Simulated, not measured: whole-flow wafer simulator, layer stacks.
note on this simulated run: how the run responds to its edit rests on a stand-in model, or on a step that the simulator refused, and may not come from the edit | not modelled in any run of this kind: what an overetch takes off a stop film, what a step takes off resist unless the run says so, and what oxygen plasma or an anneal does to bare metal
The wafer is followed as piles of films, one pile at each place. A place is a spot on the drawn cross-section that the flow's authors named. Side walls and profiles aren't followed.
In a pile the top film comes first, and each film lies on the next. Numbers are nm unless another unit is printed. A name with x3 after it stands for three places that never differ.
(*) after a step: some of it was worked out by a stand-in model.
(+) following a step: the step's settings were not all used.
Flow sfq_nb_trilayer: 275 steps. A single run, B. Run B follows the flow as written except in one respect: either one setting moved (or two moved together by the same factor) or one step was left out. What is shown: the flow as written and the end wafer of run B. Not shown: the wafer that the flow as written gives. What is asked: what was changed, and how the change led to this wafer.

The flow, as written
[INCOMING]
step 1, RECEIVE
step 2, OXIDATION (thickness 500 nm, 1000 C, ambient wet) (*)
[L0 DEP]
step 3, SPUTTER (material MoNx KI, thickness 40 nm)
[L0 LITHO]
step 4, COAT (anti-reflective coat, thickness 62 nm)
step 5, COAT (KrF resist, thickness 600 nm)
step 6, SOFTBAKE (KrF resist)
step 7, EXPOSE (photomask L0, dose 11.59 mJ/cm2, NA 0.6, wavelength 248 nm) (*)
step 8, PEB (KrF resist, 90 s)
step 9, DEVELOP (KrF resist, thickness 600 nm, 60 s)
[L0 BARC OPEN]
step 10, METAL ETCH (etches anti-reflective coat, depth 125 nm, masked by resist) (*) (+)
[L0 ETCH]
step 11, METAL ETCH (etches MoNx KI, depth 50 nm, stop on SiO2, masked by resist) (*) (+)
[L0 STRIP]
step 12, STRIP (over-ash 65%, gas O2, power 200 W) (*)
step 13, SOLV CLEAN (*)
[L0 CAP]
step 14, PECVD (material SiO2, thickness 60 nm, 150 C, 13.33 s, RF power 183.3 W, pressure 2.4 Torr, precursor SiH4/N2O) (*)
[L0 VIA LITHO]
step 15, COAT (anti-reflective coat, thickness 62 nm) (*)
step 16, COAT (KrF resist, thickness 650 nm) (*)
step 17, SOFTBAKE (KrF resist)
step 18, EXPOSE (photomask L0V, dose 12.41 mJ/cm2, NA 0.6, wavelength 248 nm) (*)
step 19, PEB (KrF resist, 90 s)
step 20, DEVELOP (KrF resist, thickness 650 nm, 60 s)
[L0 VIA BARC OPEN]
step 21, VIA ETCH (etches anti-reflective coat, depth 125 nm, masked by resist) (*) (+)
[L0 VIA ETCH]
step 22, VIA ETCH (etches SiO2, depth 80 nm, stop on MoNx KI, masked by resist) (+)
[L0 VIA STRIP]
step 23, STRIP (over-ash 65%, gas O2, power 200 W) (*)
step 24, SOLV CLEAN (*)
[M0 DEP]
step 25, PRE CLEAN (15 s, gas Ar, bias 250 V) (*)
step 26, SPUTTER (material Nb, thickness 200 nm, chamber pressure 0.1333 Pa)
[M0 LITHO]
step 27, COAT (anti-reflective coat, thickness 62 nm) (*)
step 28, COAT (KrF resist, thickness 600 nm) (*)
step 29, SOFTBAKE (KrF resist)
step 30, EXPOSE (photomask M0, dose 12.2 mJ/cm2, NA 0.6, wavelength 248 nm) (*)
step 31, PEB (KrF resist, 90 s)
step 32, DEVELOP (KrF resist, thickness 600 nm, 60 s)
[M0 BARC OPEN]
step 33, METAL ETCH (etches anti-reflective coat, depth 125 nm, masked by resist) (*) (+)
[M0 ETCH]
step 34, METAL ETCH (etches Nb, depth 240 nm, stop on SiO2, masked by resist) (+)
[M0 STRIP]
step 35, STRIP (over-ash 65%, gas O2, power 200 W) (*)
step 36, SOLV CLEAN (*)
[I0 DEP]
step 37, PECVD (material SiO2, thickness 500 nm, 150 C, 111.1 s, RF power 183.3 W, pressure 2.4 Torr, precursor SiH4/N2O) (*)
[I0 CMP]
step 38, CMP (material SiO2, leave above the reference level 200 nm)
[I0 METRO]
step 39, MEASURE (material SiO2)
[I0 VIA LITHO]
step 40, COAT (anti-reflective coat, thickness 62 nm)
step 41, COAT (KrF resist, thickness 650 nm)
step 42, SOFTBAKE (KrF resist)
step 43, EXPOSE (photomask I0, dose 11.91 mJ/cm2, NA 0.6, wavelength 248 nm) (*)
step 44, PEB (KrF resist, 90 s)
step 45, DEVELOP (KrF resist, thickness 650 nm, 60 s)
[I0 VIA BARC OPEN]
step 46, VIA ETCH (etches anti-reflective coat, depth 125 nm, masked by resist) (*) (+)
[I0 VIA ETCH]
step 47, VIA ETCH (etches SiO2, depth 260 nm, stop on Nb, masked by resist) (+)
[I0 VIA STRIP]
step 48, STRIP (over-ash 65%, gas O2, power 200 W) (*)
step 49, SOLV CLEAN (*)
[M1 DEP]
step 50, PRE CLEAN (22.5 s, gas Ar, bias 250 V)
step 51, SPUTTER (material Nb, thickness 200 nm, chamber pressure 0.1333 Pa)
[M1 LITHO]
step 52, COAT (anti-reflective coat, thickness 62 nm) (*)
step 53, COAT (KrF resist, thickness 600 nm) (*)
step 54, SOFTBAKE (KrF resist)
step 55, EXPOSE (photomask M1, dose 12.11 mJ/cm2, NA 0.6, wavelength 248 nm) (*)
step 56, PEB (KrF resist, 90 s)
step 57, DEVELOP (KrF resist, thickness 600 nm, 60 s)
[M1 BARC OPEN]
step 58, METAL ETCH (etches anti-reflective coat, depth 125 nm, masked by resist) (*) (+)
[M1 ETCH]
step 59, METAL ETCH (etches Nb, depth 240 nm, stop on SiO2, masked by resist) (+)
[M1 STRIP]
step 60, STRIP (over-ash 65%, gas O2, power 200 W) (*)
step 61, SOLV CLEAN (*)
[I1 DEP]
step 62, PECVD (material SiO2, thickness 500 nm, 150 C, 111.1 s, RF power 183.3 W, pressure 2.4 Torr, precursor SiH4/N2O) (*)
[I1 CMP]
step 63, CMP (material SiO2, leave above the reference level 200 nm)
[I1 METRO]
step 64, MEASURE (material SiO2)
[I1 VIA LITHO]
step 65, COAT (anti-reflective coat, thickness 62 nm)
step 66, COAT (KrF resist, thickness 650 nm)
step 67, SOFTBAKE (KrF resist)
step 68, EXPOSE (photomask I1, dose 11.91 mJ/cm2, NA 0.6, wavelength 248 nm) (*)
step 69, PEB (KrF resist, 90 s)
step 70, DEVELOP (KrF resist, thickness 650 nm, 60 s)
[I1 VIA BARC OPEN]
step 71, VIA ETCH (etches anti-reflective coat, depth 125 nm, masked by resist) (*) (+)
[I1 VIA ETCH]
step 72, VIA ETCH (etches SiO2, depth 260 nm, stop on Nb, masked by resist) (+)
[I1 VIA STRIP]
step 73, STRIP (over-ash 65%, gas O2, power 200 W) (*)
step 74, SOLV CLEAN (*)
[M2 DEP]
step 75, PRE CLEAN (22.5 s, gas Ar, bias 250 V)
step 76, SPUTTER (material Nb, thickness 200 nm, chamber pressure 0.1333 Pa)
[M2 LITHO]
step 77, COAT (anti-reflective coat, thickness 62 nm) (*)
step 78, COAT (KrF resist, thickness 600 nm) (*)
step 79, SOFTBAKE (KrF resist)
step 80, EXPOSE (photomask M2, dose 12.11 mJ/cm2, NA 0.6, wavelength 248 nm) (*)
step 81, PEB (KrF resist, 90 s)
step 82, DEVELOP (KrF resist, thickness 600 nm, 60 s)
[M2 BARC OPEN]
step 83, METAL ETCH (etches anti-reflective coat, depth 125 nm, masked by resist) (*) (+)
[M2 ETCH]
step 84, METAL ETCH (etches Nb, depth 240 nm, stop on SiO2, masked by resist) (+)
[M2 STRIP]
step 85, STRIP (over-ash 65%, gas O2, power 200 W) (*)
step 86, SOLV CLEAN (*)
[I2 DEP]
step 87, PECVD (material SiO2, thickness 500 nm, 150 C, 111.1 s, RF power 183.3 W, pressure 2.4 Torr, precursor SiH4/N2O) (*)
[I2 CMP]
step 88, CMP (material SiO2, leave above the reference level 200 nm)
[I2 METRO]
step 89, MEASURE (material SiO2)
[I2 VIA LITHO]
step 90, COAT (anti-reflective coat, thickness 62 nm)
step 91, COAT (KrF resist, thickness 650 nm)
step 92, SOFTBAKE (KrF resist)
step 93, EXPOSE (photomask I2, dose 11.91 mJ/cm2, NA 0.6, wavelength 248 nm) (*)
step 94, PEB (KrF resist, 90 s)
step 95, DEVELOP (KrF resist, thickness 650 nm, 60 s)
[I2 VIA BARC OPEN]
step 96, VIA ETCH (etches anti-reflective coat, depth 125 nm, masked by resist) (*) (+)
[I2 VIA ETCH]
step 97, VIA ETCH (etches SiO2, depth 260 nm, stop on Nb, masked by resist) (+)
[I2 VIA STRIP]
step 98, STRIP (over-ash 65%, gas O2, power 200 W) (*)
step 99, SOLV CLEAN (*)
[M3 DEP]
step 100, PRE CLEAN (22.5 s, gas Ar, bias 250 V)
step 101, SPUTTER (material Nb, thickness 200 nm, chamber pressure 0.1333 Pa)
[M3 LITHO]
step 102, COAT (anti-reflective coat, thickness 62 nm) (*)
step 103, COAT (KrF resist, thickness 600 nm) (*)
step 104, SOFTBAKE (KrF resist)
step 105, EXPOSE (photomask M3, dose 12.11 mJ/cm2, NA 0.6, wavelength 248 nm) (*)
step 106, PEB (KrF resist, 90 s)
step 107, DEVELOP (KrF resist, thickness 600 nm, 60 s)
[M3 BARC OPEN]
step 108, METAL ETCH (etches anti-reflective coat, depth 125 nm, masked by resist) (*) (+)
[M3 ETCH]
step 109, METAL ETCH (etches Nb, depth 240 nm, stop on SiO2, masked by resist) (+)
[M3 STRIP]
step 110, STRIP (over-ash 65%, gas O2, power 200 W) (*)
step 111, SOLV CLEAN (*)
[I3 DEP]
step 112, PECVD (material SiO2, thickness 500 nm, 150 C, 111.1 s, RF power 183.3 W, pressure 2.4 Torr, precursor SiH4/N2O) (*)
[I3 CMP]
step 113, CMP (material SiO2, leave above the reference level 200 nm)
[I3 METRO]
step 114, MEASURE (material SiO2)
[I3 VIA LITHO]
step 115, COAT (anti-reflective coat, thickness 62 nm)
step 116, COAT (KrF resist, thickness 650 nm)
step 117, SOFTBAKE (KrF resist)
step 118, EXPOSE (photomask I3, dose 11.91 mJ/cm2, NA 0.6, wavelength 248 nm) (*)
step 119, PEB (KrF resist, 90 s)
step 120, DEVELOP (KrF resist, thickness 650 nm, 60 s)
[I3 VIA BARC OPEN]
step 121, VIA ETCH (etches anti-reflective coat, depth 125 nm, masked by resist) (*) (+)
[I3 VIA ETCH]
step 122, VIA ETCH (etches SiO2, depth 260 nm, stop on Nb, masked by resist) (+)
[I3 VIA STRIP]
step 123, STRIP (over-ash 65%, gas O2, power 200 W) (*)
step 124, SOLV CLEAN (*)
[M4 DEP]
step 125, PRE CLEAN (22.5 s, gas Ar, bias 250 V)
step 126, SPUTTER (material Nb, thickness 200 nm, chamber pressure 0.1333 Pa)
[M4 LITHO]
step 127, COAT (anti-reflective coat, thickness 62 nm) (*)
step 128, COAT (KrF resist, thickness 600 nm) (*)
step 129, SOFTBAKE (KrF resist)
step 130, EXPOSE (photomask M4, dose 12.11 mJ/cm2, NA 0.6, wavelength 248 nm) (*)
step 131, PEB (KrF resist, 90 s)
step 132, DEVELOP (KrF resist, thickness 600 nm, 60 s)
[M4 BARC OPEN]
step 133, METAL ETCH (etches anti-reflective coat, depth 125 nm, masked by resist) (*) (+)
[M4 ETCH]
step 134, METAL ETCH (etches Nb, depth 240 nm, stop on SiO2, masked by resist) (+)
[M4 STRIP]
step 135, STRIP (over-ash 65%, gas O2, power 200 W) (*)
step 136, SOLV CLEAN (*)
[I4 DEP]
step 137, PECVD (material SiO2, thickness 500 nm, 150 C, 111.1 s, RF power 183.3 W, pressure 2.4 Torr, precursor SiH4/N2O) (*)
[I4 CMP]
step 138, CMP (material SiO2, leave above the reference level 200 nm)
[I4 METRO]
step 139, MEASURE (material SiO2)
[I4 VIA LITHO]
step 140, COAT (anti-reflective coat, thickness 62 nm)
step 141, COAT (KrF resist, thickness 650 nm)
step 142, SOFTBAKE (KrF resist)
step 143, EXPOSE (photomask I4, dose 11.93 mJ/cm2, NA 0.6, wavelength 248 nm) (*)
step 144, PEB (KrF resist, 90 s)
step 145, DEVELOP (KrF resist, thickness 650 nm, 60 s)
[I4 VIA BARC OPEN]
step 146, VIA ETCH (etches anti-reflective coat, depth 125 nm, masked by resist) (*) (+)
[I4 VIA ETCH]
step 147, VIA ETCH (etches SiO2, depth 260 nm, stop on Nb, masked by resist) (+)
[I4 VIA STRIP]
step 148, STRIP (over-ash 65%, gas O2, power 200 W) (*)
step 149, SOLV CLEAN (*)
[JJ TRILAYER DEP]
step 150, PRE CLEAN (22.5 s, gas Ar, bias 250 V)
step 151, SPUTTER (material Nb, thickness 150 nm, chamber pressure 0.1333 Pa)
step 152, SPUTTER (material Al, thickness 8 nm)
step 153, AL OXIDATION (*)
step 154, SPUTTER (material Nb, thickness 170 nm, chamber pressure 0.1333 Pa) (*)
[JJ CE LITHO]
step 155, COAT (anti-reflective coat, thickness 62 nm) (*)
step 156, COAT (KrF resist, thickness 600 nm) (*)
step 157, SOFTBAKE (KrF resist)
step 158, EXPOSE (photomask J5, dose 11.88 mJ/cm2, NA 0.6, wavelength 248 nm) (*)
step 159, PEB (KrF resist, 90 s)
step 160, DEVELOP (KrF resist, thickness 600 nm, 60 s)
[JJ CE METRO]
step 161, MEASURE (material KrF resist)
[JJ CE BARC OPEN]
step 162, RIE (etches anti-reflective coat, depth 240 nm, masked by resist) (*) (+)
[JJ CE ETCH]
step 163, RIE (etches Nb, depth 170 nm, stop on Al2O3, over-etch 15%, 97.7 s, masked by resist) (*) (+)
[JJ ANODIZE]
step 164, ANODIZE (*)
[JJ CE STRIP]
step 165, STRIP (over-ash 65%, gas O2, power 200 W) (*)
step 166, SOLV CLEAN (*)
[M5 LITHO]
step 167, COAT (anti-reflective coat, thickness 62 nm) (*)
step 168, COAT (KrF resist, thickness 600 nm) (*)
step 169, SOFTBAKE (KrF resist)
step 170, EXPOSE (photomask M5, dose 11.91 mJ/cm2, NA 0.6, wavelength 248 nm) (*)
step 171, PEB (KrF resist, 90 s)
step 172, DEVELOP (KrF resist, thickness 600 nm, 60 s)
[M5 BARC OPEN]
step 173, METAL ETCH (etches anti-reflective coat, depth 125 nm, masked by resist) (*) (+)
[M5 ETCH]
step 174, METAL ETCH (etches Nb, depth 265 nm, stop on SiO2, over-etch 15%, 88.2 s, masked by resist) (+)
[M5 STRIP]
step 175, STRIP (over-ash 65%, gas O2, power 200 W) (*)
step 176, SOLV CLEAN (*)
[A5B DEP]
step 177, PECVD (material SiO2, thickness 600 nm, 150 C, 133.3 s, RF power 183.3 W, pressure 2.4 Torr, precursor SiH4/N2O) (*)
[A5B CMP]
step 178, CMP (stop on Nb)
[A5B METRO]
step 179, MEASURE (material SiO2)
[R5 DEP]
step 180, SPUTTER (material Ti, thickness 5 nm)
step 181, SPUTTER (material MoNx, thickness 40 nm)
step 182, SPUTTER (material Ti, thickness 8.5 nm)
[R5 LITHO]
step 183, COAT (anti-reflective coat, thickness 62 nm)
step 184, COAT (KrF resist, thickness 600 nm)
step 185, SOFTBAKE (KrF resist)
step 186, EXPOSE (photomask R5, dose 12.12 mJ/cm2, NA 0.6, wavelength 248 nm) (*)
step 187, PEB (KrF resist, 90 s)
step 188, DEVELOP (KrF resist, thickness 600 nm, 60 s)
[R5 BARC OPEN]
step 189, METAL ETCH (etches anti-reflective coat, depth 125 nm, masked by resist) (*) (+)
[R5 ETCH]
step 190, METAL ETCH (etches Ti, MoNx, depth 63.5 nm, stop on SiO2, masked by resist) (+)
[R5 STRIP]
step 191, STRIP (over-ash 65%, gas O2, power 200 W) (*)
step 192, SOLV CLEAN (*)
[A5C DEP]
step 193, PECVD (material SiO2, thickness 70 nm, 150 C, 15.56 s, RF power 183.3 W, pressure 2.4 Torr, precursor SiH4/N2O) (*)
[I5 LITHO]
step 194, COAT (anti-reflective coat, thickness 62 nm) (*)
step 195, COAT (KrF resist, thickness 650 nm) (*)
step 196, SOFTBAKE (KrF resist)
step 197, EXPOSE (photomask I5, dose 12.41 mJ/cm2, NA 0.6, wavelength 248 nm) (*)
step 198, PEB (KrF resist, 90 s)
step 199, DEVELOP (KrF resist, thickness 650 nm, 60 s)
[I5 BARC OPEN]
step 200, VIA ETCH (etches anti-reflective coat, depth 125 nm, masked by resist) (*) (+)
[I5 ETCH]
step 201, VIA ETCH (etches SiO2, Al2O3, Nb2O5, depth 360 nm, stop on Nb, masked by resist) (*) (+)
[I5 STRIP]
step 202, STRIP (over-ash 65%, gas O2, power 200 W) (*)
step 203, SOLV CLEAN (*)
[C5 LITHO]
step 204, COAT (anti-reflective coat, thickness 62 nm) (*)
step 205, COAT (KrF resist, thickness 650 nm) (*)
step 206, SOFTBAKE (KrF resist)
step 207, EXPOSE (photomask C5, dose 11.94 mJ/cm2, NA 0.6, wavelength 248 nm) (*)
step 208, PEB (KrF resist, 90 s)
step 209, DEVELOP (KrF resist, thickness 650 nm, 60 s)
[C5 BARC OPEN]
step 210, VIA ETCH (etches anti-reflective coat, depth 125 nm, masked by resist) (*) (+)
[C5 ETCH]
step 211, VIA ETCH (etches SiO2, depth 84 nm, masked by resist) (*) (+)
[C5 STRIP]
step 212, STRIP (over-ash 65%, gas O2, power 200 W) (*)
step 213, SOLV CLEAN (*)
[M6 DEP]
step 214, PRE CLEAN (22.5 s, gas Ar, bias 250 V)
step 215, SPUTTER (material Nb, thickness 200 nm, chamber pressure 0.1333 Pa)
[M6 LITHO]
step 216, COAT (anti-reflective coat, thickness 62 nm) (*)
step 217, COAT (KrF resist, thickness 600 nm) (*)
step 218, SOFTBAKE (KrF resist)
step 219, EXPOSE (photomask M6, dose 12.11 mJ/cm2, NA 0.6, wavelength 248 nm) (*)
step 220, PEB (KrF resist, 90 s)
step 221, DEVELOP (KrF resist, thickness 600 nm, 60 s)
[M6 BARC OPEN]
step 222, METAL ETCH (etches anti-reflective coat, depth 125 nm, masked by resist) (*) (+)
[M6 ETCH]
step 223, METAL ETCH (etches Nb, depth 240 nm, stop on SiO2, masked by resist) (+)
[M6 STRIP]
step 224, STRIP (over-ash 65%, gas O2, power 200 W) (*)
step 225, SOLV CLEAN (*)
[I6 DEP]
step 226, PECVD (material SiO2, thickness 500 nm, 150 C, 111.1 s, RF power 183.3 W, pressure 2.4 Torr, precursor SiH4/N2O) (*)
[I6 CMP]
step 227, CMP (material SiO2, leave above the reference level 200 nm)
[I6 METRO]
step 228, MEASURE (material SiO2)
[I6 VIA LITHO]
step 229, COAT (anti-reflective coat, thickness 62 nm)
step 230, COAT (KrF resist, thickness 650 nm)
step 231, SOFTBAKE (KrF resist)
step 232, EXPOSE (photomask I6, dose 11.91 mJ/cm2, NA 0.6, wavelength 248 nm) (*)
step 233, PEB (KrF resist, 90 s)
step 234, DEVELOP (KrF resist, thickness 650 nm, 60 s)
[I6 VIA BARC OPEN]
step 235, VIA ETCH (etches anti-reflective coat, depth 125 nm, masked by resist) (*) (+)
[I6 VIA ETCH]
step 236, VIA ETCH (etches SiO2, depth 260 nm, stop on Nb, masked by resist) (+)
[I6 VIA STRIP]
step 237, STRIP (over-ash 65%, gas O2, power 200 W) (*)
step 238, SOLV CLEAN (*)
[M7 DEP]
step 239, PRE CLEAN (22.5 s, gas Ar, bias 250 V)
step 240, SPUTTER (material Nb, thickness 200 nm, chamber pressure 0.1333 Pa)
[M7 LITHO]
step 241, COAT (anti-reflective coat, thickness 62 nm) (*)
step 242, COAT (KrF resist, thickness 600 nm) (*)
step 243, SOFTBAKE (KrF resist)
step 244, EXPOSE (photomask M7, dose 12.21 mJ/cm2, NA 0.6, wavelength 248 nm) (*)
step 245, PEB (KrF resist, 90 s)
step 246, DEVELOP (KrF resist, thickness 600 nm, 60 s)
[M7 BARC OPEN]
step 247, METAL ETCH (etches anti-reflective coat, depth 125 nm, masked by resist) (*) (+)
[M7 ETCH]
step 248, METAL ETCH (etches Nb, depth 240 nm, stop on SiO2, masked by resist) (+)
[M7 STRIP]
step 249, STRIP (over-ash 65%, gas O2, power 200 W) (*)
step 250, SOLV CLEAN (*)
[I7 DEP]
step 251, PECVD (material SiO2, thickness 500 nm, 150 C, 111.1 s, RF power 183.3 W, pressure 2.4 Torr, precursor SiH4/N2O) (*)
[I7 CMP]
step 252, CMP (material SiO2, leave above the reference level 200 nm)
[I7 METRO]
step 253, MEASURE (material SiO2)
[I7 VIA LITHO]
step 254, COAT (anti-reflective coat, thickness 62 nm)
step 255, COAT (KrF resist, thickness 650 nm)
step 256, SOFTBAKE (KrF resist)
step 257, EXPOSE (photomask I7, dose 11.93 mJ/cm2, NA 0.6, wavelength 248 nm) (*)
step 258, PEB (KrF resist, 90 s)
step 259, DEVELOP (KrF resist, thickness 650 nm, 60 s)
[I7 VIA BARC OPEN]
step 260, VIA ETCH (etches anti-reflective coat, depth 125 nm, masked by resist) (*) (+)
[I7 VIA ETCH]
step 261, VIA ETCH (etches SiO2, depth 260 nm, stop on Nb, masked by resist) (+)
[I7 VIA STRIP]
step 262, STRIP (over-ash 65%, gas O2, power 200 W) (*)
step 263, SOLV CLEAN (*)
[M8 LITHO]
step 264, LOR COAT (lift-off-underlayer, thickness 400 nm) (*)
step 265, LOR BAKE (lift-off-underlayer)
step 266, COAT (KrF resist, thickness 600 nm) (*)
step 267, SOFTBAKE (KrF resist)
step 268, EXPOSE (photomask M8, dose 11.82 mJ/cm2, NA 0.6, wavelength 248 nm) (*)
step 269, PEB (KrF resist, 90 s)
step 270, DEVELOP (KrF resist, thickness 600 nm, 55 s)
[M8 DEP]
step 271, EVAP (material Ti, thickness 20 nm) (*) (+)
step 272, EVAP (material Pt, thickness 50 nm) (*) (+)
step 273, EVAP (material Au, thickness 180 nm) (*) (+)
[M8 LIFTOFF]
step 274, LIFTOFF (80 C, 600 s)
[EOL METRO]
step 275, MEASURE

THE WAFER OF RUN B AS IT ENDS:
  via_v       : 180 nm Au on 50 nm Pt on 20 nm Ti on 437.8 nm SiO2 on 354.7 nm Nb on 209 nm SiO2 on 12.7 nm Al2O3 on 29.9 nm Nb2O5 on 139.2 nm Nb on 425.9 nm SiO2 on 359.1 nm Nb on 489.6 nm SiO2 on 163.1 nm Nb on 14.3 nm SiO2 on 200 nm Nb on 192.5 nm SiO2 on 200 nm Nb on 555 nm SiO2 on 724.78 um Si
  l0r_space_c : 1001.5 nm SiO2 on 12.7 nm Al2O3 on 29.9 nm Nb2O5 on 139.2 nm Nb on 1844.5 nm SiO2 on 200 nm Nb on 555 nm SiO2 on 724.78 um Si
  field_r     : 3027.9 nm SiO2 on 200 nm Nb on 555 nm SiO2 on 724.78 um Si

The reason: step 63, CMP: leave above the reference level 282 nm was run, whereas the flow has leave above the reference level 200 nm.

Step by step, how the change led to this:
  step 63, CMP (material SiO2, leave above the reference level 200 nm)
      field_l, be, be_sur and 72 more: SiO2 loses 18 (as written it would have been: SiO2 loses 100)
      v_sur, via_wl, via_wr and 20 more: SiO2 loses 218 (as written it would have been: SiO2 loses 300)
      (also at 8 further places)
  step 72, VIA ETCH (etches SiO2, depth 260 nm, stop on Nb, masked by resist) (+)
      via_v: SiO2 loses 260 (as written it would have been: SiO2 loses 199.8 (all of it))
  step 75, PRE CLEAN (22.5 s, gas Ar, bias 250 V)
      via_v: SiO2 loses 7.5 (as written it would have been: Nb loses 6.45)
  step 76, SPUTTER (material Nb, thickness 200 nm, chamber pressure 0.1333 Pa)
      via_v: Nb gains 163.1 (new film) (as written it would have been: Nb gains 174.5)
  step 77, COAT (anti-reflective coat, thickness 62 nm) (*)
      via_sp: anti-reflective coat gains 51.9 (new film) (as written it would have been: anti-reflective coat gains 53.2 (new film))
      via_v: anti-reflective coat gains 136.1 (new film) (as written it would have been: anti-reflective coat gains 123.1 (new film))
      (also at 1 further place)
  step 78, COAT (KrF resist, thickness 600 nm) (*)
      via_v: KrF resist gains 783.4 (new film) (as written it would have been: KrF resist gains 733.7 (new film))
  step 85, STRIP (over-ash 65%, gas O2, power 200 W) (*)
      via_sp: KrF resist loses 370.4 (all of it), anti-reflective coat loses 51.9 (all of it) (as written it would have been: KrF resist loses 374.4 (all of it), anti-reflective coat loses 53.2 (all of it))
      via_v: KrF resist loses 565.3 (all of it), anti-reflective coat loses 136.1 (all of it) (as written it would have been: KrF resist loses 515.8 (all of it), anti-reflective coat loses 123.1 (all of it))
      (also at 1 further place)
  step 87, PECVD (material SiO2, thickness 500 nm, 150 C, 111.1 s, RF power 183.3 W, pressure 2.4 Torr, precursor SiH4/N2O) (*)
      via_v: SiO2 gains 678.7 (new film) (as written it would have been: SiO2 gains 606 (new film))
If metal films that touch count as one body, via_v has 7 bodies (between them, from the top down: SiO2 437.8; SiO2 209 / Al2O3 12.7 / Nb2O5 29.9; SiO2 425.9; SiO2 489.6; SiO2 14.3; SiO2 192.5); the flow as written gives 6 bodies (between them, from the top down: SiO2 437.8; SiO2 209 / Al2O3 12.7 / Nb2O5 29.9; SiO2 425.9; SiO2 416.9; SiO2 192.5).
